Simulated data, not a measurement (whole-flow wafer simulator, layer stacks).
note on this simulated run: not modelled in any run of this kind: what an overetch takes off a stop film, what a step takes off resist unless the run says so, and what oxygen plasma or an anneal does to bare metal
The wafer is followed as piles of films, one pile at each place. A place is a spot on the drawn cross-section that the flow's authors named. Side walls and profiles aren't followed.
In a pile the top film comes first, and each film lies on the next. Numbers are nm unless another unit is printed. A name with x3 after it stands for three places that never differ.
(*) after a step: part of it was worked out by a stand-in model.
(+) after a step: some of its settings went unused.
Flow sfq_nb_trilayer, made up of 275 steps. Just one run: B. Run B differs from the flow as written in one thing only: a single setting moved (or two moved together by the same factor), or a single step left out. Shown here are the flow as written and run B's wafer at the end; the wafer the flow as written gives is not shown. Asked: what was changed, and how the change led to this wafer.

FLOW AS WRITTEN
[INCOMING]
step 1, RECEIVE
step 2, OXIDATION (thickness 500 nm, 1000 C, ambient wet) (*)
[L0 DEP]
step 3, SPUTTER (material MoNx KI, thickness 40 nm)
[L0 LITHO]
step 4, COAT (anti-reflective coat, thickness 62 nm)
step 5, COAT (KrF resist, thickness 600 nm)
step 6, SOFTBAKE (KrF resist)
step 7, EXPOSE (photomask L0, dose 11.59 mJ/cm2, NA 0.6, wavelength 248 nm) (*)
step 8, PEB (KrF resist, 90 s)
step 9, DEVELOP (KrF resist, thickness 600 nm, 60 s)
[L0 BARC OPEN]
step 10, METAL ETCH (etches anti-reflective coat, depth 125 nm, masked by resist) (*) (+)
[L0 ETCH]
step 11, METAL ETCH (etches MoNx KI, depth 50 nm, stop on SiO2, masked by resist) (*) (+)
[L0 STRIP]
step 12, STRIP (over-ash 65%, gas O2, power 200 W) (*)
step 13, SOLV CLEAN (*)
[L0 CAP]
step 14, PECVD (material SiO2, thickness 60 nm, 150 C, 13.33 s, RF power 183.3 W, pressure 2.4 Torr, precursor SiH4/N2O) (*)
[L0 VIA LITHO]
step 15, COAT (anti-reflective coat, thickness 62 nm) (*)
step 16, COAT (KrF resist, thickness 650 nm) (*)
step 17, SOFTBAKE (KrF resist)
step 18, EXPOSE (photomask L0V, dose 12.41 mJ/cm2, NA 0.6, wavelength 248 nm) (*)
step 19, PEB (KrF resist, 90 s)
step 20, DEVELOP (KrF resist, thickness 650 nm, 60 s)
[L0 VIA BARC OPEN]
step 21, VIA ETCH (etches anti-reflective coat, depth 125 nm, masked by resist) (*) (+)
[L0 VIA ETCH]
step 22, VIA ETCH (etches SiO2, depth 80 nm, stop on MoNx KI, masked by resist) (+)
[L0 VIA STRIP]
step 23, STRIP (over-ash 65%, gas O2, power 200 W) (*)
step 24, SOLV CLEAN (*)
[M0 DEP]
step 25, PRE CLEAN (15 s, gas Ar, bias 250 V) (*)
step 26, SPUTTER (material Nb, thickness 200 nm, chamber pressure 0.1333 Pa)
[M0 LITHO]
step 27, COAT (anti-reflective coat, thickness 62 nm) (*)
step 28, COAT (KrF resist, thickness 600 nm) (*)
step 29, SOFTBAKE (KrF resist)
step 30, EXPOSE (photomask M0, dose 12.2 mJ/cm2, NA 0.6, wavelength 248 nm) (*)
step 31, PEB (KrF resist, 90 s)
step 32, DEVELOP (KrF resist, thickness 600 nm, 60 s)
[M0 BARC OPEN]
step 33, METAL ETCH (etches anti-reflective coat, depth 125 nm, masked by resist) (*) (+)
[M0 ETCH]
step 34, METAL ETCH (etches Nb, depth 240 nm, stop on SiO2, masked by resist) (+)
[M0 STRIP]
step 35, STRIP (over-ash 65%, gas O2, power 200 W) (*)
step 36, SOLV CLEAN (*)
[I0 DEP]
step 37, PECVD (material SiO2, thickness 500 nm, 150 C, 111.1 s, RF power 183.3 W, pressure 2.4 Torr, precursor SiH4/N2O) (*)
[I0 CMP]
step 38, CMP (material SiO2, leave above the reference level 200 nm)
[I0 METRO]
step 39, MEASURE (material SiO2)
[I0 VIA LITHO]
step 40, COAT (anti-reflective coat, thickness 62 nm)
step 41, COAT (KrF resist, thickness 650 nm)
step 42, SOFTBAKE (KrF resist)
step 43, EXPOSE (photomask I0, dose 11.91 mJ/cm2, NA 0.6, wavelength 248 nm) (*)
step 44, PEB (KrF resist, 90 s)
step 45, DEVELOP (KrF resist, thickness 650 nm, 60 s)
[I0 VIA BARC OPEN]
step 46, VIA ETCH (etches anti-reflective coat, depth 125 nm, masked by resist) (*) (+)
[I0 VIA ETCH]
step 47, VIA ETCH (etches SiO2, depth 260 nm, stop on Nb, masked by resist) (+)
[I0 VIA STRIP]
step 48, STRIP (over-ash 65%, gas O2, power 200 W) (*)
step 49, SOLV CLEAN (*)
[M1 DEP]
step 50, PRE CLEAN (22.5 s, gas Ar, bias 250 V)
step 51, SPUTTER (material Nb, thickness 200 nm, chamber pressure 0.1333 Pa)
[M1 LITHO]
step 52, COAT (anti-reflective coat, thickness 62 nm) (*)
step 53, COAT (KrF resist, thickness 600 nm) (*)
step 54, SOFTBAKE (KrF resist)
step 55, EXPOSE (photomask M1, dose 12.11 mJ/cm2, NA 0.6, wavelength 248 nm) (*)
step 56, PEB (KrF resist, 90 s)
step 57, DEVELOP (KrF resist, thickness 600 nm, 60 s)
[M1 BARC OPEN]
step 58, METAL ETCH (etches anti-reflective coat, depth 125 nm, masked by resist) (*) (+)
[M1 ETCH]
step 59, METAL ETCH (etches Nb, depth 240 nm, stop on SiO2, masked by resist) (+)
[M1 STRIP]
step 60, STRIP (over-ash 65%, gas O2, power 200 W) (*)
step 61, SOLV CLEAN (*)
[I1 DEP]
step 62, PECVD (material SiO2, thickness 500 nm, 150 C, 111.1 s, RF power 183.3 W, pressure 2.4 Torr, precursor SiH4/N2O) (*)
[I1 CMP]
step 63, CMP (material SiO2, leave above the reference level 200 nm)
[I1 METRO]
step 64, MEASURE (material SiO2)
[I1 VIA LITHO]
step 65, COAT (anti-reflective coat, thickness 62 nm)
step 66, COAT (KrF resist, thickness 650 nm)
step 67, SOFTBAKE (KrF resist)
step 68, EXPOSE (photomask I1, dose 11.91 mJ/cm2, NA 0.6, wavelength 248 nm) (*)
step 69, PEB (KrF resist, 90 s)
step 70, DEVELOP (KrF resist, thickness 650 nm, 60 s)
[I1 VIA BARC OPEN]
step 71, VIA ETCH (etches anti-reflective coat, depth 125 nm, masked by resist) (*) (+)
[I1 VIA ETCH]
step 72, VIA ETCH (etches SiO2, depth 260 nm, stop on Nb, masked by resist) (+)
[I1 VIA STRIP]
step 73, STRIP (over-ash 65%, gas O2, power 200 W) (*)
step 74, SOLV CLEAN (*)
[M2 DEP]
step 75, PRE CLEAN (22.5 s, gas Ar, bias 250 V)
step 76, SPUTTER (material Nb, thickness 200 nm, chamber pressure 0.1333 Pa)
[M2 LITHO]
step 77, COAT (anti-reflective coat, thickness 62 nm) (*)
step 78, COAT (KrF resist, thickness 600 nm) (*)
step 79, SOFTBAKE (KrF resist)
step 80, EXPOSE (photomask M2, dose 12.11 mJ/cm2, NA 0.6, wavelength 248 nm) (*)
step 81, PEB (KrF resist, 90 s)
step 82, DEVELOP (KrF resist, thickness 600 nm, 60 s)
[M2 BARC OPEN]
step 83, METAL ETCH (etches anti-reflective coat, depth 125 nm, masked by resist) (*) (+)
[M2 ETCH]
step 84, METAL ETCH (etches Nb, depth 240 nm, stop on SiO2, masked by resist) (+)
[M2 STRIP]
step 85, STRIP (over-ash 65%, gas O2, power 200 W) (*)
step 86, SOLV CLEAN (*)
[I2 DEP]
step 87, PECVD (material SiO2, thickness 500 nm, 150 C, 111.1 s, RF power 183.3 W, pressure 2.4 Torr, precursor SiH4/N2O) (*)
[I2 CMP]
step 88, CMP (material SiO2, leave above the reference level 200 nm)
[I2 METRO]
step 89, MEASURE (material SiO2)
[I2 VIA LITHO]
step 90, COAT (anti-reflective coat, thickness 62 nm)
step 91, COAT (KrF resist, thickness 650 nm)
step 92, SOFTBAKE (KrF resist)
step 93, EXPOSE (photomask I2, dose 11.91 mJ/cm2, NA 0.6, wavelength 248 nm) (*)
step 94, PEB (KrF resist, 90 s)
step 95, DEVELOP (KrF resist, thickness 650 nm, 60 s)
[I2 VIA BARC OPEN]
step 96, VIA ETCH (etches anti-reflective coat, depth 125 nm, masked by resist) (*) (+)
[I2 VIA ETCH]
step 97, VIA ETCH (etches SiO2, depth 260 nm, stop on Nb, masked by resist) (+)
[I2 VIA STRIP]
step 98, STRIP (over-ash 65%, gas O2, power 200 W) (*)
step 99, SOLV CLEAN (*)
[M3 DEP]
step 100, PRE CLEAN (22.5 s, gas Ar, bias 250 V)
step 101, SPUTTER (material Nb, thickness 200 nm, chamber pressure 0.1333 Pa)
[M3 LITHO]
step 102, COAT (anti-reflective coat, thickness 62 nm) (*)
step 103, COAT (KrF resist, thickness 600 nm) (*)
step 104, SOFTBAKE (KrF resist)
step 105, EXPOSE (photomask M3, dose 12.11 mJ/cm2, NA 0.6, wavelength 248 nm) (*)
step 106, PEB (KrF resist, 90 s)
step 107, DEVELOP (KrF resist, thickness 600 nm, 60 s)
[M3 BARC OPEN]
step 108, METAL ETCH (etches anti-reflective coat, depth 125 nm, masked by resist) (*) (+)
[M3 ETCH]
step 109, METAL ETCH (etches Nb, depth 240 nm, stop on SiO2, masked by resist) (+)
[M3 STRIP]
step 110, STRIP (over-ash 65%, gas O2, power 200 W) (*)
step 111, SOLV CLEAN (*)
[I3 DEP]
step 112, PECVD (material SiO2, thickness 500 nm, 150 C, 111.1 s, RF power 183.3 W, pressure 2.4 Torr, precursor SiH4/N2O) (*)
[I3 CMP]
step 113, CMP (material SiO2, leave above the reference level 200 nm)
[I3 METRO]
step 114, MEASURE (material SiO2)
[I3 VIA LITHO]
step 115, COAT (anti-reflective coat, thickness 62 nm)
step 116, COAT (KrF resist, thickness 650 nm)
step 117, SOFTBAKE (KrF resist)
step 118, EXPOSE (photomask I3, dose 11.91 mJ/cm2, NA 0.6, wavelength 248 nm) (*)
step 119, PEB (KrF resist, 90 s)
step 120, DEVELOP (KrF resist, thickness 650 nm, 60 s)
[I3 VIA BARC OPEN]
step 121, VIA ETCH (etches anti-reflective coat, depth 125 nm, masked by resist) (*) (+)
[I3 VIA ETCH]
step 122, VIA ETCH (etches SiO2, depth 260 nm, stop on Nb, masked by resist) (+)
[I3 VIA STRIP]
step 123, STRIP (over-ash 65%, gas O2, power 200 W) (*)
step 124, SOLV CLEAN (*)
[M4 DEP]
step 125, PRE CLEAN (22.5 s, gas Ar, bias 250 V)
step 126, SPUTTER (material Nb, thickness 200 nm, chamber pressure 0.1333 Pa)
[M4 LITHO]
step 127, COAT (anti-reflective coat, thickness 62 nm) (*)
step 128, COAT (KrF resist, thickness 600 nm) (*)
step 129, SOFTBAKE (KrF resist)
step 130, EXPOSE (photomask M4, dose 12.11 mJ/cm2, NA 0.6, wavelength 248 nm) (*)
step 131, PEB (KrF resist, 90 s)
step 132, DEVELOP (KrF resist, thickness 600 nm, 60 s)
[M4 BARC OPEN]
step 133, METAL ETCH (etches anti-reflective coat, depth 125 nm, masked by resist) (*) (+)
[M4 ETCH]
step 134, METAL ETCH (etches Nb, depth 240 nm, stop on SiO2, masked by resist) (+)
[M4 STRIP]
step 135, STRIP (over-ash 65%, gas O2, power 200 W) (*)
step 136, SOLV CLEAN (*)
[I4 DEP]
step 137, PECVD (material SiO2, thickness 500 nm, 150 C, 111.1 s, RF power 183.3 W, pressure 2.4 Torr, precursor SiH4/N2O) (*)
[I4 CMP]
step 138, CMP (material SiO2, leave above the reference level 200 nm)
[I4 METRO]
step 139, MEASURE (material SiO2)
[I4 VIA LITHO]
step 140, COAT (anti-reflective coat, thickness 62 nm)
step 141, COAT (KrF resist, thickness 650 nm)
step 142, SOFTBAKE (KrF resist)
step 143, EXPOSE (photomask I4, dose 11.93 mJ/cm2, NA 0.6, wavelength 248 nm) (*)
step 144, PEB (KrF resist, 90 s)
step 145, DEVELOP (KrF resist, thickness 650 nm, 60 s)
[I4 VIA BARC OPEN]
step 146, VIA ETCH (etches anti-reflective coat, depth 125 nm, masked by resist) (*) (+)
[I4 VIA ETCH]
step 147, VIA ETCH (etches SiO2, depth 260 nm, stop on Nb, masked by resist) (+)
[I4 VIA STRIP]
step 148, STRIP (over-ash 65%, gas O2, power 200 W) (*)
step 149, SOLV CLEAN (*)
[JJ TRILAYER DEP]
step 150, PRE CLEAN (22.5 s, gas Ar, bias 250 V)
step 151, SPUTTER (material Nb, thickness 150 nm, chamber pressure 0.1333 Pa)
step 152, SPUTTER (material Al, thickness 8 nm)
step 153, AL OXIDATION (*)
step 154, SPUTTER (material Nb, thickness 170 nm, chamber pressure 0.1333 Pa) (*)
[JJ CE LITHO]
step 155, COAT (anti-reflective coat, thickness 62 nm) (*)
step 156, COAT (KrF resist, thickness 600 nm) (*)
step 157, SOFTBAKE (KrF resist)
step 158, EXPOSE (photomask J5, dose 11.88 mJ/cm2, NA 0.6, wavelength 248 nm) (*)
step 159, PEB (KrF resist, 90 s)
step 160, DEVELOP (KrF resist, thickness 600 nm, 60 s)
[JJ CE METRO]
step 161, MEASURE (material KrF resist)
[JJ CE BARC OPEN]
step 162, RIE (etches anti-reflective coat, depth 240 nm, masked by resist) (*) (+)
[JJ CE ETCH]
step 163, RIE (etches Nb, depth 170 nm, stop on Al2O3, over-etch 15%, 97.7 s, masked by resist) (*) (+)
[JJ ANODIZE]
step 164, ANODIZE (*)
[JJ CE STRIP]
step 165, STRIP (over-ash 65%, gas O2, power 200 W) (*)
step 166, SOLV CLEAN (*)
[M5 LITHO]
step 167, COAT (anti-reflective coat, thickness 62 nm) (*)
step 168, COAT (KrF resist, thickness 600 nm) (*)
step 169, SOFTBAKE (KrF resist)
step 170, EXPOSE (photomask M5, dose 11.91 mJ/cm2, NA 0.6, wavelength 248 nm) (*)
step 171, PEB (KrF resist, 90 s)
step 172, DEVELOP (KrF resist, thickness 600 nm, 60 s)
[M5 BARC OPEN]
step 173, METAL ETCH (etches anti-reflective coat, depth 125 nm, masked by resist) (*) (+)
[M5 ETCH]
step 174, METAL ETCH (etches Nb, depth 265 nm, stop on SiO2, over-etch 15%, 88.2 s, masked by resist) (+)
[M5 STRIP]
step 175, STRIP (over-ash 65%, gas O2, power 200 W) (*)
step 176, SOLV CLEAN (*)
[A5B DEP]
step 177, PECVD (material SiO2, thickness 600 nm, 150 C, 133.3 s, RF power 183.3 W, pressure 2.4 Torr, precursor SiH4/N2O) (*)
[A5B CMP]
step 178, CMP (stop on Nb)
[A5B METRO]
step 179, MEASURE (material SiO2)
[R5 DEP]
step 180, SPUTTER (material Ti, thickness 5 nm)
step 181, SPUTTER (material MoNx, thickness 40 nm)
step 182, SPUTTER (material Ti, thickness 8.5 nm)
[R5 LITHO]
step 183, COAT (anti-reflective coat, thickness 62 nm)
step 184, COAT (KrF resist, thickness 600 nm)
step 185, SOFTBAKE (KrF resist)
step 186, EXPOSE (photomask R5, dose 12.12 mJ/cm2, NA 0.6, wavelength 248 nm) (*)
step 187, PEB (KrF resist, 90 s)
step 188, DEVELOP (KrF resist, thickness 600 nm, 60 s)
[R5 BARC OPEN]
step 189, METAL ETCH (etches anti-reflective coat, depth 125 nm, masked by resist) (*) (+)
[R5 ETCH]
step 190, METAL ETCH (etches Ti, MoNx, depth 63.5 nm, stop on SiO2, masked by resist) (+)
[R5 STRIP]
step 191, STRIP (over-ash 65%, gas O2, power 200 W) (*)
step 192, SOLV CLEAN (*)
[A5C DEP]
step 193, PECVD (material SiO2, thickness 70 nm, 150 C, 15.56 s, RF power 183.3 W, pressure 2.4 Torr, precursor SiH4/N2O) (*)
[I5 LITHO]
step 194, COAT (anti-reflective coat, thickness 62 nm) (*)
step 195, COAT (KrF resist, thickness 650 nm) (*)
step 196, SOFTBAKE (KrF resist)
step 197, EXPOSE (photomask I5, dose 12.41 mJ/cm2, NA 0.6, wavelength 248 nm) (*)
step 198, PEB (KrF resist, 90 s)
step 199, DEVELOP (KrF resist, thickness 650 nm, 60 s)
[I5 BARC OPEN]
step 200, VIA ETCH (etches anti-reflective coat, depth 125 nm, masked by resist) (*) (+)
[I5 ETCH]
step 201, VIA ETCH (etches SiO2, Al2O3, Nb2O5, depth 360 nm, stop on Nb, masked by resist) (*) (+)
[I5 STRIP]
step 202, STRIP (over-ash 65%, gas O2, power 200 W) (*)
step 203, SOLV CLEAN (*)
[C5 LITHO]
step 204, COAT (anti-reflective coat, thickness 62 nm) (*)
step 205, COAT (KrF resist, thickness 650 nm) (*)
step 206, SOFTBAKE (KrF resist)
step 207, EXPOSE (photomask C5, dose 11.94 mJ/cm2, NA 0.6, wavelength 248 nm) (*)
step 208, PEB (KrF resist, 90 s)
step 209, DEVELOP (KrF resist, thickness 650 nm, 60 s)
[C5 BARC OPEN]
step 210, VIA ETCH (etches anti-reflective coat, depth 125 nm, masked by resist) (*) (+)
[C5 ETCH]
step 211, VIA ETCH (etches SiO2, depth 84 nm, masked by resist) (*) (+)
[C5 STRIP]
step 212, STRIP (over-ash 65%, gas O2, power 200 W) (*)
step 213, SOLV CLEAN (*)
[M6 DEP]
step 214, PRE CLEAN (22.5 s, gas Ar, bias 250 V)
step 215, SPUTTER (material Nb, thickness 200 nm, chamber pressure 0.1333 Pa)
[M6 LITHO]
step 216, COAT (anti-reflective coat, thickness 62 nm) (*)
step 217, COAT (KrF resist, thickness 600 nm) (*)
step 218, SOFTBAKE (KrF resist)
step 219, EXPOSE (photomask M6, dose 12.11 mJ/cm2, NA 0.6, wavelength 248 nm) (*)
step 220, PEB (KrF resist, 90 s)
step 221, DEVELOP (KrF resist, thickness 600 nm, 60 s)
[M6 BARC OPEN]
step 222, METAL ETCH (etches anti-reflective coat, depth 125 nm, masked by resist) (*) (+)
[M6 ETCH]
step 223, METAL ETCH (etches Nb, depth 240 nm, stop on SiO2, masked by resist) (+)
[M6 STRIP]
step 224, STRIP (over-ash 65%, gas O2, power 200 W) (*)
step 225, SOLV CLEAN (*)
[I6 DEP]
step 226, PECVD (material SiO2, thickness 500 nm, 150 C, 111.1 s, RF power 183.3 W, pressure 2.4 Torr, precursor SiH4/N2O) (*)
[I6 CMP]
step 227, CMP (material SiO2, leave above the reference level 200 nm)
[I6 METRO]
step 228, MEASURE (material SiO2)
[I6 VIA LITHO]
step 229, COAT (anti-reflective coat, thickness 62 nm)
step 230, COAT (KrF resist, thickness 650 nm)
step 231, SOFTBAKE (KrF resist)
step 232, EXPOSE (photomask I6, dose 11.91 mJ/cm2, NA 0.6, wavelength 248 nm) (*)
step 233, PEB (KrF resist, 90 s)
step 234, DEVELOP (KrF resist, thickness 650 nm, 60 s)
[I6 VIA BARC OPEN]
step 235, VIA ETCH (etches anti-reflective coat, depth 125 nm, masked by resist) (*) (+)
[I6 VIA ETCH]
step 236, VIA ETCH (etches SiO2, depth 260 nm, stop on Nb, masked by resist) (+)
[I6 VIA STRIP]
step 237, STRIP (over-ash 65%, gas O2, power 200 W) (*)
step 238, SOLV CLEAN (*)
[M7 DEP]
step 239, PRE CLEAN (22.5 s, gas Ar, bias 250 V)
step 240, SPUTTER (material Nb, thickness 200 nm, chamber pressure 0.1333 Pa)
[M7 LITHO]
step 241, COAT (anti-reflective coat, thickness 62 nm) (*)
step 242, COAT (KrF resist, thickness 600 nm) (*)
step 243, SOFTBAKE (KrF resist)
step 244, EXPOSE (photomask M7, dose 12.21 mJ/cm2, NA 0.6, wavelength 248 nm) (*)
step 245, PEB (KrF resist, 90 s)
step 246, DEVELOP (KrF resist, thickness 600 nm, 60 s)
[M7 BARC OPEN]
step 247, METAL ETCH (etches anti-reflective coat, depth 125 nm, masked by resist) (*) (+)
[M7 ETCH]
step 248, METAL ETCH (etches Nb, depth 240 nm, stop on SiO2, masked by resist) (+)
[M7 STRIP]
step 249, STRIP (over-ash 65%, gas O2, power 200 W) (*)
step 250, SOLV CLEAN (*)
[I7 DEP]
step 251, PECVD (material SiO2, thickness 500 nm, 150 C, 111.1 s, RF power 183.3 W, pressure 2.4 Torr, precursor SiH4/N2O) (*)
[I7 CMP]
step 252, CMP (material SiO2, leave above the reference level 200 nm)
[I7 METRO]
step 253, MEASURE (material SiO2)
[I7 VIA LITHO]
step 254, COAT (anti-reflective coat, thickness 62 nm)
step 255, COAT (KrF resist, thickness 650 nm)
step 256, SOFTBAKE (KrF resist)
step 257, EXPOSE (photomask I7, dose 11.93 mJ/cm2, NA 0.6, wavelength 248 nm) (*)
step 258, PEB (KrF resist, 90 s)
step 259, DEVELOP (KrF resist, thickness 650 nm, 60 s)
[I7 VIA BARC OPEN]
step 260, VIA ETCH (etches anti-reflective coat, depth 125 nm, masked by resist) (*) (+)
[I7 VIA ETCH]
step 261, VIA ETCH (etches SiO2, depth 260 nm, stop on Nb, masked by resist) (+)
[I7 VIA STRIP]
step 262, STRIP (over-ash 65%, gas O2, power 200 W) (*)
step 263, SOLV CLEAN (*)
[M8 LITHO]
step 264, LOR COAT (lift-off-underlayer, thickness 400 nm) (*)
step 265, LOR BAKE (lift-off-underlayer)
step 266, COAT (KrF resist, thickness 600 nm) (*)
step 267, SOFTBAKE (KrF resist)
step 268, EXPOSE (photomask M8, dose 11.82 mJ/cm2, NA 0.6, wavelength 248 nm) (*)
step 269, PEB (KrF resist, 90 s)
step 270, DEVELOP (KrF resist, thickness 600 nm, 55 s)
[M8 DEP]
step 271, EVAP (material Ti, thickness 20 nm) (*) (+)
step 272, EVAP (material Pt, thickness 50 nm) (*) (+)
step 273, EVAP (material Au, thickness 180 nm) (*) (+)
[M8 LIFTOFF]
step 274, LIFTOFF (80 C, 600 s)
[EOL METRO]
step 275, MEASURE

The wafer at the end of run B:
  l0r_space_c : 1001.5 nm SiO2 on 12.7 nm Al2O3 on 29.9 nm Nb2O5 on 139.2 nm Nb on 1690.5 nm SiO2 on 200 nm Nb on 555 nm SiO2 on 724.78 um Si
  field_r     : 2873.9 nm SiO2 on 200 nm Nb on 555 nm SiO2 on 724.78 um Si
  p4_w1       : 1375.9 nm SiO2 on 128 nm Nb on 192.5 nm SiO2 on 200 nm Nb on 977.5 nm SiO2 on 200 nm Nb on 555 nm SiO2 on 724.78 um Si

Cause: step 126, SPUTTER: thickness 128 nm was run, whereas the flow has thickness 200 nm.
The wafer itself shows it: p4_w1 has Nb 128, and step 126 as written asks for 200 nm.

Step by step, how the change led to this:
  step 126, SPUTTER (material Nb, thickness 200 nm, chamber pressure 0.1333 Pa)
      field_l, v_sur, via_wl and 102 more: Nb gains 128 (new film) (it would be, as written: Nb gains 200 (new film))
      via_v: Nb gains 105.6 (it would be, as written: Nb gains 165.5)
  step 127, COAT (anti-reflective coat, thickness 62 nm) (*)
      via_v: anti-reflective coat gains 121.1 (new film) (it would be, as written: anti-reflective coat gains 124.8 (new film))
  step 134, METAL ETCH (etches Nb, depth 240 nm, stop on SiO2, masked by resist) (+)
      field_l, be, be_sur and 64 more: Nb loses 128 (all of it) (it would be, as written: Nb loses 200 (all of it))
      v_sur, via_wl, via_w and 36 more: KrF resist loses 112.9 (it would be, as written: KrF resist loses 141.2)
  step 135, STRIP (over-ash 65%, gas O2, power 200 W) (*)
      p4_fl, p4_fm, p4_w1 and 26 more: KrF resist loses 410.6 (all of it), anti-reflective coat loses 62 (all of it) (it would be, as written: KrF resist loses 382.4 (all of it), anti-reflective coat loses 62 (all of it))
      ln_m5, lsp_m, ln_m6: KrF resist loses 410.2 (all of it), anti-reflective coat loses 61.8 (all of it) (it would be, as written: KrF resist loses 381.9 (all of it), anti-reflective coat loses 61.8 (all of it))
      (and at 7 other places as well)
  step 137, PECVD (material SiO2, thickness 500 nm, 150 C, 111.1 s, RF power 183.3 W, pressure 2.4 Torr, precursor SiH4/N2O) (*)
      p3_s0, p3_s1, p3_s2, p3_s3, p3_s4, p3_s5: SiO2 gains 500 (it would be, as written: SiO2 gains 557.1)
      via_v: SiO2 gains 595.1 (new film) (it would be, as written: SiO2 gains 615 (new film))
  step 138, CMP (material SiO2, leave above the reference level 200 nm)
      field_l, be, be_sur and 55 more: SiO2 loses 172 (it would be, as written: SiO2 loses 100)
      p3_s0, p3_s1, p3_s2, p3_s3, p3_s4, p3_s5: SiO2 loses 172 (it would be, as written: SiO2 loses 157.1)
      (and at 4 other places as well)
